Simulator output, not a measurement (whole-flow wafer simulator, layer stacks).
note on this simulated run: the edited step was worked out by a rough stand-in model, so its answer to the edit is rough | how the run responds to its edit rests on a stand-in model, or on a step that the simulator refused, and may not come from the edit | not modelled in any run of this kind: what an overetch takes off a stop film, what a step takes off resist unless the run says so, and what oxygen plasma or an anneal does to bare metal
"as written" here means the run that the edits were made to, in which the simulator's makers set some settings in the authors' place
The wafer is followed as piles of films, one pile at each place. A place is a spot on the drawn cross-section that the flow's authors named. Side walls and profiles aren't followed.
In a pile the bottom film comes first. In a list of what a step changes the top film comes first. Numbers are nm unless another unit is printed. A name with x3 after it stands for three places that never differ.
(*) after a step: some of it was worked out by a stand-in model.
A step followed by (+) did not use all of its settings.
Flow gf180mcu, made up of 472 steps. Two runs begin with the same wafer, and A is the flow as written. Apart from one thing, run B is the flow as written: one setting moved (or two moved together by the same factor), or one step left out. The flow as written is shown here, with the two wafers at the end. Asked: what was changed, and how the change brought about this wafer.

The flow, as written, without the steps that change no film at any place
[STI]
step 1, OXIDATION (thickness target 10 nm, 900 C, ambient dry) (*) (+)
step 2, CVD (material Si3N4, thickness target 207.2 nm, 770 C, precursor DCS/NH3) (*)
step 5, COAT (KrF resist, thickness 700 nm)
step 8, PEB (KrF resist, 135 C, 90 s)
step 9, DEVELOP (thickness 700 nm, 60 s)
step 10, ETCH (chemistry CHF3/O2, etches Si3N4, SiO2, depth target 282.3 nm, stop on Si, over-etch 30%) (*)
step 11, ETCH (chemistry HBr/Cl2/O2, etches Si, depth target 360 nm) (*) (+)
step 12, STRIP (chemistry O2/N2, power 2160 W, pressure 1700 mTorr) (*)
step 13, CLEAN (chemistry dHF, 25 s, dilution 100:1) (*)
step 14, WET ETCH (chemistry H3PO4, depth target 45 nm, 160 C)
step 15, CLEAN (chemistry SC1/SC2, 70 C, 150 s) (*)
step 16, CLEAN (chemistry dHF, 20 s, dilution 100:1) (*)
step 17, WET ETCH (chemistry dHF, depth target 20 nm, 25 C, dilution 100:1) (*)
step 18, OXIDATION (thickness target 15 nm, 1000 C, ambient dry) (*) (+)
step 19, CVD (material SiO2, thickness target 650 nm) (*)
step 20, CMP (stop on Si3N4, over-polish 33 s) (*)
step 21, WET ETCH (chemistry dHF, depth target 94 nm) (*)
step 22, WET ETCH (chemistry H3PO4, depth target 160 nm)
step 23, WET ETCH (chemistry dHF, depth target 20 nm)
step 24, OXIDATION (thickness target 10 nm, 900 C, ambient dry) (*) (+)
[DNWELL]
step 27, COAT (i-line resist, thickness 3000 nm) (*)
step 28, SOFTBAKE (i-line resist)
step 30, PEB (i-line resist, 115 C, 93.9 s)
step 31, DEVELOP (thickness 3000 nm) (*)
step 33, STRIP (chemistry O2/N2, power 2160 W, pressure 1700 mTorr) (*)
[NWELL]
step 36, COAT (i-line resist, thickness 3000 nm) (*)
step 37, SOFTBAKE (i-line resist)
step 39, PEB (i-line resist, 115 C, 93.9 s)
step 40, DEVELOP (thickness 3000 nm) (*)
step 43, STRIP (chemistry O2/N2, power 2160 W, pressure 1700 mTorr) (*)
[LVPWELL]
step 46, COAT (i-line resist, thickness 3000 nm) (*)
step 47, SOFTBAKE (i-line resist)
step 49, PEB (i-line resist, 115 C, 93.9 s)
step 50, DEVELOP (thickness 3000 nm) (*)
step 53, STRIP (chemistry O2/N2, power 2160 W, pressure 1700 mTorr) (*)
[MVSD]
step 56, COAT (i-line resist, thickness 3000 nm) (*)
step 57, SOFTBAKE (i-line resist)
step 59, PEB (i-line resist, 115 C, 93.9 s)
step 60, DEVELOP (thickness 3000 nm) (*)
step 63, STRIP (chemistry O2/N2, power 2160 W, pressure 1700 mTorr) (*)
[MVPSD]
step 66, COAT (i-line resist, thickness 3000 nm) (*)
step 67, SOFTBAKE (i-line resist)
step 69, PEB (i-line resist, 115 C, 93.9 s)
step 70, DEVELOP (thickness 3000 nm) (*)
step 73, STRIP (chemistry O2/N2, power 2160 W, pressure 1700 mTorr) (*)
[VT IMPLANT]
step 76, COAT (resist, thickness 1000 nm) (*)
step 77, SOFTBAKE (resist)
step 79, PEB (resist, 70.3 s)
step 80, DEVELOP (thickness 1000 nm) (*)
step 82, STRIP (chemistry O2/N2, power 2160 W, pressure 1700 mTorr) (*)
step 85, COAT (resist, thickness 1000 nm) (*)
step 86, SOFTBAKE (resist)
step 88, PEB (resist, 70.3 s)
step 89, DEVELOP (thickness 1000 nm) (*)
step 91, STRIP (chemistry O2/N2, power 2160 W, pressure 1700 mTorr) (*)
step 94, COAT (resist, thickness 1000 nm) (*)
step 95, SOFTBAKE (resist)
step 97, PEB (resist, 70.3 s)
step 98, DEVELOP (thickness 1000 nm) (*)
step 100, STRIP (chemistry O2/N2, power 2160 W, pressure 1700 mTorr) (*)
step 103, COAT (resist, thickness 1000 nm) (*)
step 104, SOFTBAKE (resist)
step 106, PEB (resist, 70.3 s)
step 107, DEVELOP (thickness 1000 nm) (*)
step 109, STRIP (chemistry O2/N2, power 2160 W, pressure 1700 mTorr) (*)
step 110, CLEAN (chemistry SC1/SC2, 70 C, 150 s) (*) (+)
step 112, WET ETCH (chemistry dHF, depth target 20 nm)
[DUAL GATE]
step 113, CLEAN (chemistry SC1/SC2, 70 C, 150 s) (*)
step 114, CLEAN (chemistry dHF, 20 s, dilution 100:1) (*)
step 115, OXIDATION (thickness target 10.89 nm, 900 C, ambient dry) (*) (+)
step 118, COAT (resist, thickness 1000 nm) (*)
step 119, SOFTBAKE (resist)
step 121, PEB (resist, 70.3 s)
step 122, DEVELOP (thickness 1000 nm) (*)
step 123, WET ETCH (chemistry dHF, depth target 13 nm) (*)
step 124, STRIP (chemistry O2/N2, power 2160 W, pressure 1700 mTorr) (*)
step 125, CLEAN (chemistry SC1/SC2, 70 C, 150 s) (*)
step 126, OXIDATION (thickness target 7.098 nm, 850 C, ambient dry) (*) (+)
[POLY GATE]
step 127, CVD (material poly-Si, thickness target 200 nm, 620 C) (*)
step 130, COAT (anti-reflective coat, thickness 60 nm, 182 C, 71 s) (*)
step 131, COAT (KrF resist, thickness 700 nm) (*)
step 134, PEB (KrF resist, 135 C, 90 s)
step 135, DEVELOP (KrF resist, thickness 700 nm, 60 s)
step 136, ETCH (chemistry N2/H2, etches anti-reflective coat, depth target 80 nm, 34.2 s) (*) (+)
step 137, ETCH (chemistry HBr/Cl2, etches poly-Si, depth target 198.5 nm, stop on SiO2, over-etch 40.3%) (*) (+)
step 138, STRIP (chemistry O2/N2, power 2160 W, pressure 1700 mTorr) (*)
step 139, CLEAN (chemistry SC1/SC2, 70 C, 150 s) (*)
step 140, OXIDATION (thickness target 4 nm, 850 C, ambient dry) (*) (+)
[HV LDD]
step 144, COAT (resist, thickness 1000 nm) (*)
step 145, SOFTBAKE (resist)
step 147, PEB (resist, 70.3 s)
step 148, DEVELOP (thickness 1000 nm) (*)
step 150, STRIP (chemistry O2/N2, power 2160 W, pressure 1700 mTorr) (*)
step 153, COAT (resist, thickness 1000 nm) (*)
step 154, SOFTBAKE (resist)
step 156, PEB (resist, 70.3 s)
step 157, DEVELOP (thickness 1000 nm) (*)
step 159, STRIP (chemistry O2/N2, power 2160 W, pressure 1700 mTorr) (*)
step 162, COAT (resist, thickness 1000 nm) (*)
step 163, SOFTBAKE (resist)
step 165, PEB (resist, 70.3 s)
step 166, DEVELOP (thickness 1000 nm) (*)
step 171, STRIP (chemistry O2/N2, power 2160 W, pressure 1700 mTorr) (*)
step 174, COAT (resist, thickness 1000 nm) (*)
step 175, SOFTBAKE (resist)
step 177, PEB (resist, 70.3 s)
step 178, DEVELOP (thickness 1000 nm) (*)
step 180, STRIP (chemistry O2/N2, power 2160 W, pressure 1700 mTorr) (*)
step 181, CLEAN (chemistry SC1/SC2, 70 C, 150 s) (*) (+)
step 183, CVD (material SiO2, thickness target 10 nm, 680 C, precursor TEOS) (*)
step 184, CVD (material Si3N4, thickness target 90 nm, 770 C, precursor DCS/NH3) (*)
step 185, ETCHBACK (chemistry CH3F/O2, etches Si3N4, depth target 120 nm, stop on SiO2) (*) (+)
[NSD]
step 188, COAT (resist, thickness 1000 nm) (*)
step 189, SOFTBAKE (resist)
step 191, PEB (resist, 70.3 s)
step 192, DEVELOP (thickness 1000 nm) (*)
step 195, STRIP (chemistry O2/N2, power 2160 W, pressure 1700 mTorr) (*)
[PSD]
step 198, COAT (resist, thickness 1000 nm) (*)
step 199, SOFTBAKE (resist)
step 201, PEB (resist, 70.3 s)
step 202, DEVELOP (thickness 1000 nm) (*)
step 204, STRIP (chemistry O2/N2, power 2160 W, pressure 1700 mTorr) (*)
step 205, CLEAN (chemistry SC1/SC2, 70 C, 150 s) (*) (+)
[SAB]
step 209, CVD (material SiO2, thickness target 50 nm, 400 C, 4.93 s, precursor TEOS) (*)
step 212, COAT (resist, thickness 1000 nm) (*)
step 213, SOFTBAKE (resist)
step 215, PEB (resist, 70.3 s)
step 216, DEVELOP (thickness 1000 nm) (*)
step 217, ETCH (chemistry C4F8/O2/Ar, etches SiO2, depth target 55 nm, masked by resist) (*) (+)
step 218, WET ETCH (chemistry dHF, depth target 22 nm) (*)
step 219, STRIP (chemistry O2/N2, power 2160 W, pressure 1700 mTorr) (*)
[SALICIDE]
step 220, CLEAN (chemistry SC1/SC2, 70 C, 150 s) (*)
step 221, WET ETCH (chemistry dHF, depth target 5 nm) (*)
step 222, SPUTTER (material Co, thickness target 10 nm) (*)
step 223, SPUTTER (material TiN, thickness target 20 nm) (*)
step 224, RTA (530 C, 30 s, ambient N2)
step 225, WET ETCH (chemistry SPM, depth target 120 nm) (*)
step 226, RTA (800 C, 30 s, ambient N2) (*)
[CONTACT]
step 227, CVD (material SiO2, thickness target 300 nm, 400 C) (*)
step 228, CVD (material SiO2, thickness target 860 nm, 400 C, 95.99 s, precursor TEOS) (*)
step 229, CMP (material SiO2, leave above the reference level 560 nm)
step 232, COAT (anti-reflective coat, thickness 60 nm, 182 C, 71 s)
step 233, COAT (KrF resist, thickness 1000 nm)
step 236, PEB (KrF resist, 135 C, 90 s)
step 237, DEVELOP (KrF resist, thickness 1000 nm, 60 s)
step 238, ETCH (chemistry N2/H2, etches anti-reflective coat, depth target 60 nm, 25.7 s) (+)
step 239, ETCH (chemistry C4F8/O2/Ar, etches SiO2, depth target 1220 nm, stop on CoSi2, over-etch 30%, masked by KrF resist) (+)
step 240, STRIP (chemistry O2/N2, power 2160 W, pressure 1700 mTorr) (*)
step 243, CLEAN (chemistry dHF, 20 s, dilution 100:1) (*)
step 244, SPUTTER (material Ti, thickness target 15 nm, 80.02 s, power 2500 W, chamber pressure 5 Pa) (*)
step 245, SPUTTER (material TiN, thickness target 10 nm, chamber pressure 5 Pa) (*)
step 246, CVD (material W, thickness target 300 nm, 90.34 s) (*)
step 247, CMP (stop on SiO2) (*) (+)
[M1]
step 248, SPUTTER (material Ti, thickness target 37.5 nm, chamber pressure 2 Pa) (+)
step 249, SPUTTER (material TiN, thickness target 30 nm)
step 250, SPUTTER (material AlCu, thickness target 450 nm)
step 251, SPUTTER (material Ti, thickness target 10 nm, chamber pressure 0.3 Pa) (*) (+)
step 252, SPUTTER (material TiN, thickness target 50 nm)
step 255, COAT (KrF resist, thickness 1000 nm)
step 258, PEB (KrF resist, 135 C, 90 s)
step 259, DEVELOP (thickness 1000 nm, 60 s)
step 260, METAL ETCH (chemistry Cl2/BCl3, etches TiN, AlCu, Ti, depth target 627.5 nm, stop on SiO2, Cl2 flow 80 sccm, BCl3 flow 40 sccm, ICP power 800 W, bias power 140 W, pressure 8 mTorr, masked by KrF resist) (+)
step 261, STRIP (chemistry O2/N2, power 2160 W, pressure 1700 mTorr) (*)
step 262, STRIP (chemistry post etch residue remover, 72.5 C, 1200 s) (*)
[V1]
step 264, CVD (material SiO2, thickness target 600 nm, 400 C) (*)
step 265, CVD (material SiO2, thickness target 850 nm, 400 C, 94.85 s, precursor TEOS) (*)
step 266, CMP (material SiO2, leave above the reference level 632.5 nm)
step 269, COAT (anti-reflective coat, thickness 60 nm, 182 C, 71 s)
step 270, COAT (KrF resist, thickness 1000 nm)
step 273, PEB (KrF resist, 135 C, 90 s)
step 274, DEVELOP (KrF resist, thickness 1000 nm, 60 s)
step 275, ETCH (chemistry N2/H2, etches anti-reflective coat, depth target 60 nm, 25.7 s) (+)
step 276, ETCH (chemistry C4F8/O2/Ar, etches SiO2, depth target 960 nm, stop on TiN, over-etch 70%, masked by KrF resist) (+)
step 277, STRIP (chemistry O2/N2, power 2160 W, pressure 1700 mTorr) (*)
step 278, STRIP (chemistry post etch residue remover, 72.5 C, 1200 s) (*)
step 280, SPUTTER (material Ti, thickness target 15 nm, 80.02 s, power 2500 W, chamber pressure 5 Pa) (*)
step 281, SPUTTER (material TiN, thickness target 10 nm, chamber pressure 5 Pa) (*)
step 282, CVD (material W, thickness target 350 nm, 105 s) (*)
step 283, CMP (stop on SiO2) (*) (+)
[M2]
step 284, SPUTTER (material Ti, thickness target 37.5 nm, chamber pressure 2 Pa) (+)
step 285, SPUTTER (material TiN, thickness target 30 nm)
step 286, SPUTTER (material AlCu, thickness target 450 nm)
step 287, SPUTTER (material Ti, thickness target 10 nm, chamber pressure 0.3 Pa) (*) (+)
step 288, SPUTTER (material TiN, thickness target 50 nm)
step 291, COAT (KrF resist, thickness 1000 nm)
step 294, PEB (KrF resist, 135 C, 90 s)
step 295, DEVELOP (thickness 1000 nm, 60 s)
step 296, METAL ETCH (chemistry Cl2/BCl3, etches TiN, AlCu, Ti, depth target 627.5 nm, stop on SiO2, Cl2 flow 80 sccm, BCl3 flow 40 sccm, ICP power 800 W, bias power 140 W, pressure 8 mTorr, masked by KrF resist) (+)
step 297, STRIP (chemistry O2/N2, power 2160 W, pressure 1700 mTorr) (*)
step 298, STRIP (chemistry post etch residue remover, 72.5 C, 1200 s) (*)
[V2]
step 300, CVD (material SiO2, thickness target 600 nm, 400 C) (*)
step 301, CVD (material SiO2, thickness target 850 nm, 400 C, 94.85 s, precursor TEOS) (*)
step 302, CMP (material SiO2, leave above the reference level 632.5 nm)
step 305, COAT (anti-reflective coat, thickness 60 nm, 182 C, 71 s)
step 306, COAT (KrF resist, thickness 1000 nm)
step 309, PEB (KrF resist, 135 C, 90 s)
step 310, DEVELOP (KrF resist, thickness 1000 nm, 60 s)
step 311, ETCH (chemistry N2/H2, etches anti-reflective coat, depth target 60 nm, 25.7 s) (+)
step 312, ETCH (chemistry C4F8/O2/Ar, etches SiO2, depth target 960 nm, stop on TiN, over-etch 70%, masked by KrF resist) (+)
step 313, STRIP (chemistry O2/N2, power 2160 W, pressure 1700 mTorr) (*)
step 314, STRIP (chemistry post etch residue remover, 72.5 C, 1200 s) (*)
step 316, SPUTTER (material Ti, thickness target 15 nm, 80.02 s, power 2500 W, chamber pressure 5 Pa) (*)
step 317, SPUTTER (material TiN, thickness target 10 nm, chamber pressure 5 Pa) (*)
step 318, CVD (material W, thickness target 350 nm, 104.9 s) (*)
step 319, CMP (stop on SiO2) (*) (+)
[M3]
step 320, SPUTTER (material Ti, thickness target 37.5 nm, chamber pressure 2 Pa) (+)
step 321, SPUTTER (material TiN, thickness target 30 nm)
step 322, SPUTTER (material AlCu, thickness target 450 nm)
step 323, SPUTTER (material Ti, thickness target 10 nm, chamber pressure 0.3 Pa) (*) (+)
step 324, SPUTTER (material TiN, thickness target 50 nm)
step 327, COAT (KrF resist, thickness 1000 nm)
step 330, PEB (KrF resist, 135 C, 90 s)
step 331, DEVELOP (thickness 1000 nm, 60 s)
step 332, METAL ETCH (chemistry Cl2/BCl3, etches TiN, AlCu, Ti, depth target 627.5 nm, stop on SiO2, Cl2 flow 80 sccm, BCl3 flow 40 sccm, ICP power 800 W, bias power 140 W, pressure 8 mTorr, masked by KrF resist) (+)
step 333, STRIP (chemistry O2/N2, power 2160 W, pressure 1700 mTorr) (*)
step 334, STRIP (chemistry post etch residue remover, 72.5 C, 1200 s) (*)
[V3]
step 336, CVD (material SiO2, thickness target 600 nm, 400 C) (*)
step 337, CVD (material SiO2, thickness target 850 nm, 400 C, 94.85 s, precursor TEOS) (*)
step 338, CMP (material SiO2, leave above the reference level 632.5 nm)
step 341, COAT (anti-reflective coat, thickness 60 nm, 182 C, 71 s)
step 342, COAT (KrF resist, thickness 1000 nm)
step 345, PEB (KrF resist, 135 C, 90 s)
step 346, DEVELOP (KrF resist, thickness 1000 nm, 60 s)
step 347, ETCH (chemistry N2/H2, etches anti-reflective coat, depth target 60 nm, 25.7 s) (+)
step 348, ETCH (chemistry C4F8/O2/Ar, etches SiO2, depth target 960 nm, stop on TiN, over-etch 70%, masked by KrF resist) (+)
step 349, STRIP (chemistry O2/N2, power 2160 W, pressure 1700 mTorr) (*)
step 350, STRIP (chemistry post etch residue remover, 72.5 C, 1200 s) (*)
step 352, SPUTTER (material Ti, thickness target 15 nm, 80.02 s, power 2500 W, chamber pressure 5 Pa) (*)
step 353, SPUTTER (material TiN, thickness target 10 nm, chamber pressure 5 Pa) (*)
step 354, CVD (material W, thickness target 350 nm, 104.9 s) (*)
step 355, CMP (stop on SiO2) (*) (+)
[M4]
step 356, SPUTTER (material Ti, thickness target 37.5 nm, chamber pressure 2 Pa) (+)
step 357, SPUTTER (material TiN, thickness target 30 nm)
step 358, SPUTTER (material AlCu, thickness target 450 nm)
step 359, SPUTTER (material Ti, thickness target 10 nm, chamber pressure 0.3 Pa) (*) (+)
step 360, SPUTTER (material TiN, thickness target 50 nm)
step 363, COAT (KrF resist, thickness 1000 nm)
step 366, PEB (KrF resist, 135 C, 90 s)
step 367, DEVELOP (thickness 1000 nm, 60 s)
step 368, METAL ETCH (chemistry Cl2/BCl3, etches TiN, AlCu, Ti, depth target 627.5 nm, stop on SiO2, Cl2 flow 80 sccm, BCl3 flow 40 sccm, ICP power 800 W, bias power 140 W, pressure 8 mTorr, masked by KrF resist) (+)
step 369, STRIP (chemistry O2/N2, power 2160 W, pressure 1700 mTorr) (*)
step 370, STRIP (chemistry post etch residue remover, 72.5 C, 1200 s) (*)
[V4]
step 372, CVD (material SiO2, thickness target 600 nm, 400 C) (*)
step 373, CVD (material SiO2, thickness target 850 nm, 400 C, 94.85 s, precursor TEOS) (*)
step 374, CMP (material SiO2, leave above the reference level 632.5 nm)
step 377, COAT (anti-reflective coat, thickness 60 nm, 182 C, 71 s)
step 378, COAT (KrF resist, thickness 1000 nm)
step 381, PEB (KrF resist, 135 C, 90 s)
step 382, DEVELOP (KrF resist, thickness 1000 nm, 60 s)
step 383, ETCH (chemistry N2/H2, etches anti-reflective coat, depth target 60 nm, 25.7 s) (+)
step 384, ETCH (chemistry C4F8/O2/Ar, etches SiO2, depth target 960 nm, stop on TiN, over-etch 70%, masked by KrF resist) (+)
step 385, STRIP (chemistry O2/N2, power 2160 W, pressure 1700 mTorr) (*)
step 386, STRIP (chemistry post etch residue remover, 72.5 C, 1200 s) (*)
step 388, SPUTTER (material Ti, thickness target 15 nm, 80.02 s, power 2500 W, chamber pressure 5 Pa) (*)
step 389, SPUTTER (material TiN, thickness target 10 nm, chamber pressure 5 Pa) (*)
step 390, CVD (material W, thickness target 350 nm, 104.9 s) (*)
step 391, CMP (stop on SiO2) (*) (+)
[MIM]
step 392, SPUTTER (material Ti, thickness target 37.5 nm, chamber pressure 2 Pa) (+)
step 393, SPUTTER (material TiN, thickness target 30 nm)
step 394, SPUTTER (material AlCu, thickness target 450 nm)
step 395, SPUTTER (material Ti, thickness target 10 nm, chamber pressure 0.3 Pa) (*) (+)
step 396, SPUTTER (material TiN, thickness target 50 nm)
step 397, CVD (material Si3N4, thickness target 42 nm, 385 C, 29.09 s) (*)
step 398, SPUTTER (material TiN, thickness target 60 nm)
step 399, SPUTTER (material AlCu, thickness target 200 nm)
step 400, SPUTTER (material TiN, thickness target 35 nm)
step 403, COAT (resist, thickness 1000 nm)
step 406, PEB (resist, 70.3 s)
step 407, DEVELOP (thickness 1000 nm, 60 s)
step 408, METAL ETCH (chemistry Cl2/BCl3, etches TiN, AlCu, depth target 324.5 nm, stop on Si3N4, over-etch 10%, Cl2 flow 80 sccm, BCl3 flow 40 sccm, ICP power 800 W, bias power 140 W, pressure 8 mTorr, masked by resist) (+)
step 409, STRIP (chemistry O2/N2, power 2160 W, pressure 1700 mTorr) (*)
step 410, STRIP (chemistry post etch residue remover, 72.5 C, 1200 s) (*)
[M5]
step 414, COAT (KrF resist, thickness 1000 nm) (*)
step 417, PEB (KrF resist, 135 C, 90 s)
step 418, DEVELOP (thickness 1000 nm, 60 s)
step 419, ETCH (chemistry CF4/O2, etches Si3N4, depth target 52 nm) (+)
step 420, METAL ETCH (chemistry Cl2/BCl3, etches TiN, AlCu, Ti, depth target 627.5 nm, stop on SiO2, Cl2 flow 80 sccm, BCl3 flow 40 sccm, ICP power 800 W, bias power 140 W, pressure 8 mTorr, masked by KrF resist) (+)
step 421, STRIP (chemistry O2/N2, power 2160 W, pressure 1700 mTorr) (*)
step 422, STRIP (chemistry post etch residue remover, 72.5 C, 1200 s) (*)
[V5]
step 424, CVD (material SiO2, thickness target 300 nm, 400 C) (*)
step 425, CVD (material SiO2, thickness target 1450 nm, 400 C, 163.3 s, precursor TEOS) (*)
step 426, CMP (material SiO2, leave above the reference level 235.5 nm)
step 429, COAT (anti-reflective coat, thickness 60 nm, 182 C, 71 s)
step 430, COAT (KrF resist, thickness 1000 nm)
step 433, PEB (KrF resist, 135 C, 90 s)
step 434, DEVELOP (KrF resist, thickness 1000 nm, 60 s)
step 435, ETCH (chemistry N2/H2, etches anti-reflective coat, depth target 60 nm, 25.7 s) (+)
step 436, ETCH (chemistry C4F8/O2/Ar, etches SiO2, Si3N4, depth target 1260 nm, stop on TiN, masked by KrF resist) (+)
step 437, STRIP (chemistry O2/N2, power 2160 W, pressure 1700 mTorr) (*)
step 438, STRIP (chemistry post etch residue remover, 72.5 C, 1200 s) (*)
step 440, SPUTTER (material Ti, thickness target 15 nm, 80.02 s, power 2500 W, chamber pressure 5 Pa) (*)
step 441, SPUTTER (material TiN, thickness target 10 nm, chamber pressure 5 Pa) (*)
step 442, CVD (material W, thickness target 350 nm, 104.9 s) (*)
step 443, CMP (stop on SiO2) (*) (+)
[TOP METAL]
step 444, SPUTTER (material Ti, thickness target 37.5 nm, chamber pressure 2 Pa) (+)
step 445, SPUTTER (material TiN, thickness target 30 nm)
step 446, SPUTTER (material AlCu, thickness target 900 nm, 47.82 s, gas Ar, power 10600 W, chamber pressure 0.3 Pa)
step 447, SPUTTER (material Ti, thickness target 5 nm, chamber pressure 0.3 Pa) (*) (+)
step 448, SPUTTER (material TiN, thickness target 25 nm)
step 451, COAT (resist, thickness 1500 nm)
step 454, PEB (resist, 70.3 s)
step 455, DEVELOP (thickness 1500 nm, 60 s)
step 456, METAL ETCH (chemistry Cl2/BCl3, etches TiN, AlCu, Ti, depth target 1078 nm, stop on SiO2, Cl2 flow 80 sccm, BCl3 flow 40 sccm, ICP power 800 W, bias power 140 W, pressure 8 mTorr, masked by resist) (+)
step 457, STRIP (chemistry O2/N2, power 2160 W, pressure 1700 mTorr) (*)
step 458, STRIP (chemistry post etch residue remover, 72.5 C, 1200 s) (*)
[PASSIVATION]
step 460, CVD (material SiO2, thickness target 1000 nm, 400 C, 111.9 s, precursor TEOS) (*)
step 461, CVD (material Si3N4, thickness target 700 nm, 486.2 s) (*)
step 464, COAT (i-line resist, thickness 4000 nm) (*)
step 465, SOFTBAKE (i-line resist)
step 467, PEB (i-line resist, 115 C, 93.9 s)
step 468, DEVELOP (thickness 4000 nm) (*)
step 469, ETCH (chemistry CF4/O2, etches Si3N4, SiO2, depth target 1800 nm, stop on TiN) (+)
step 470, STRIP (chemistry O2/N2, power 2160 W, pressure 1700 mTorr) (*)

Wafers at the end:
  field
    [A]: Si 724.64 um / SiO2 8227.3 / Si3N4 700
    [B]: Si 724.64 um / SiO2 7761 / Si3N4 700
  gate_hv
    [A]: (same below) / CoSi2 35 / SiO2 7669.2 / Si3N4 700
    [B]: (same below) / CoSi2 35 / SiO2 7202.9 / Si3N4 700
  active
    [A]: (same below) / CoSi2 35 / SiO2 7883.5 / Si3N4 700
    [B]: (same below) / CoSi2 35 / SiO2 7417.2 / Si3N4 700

The reason: step 460, CVD: thickness target 525 nm was run, though the flow has thickness target 1000 nm; step 460, CVD: 58.77 s was run, where the flow has 111.9 s.

The path from the change to this, step by step:
  step 460, CVD (material SiO2, thickness target 1000 nm, 400 C, 111.9 s, precursor TEOS) (*)
      field, field__w1, field__w2 and 103 more: A +1000 SiO2 | B +533.7 SiO2
      field__w8, contact, m1, m1__w1, pad, m1_nw: A +1000 SiO2 (new film) | B +533.7 SiO2 (new film)
  step 465, SOFTBAKE (i-line resist)
      gate: A +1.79 i-line resist | B -0.38 i-line resist
      ld_acc_p, ld_fp_p, ld_drift_p: A +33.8 i-line resist | B +26.8 i-line resist
      (and at 57 other places as well)
  step 469, ETCH (chemistry CF4/O2, etches Si3N4, SiO2, depth target 1800 nm, stop on TiN) (+)
      pad: A -700 Si3N4 (all of it), -1000 SiO2 (all of it) | B -700 Si3N4 (all of it), -533.7 SiO2 (all of it)
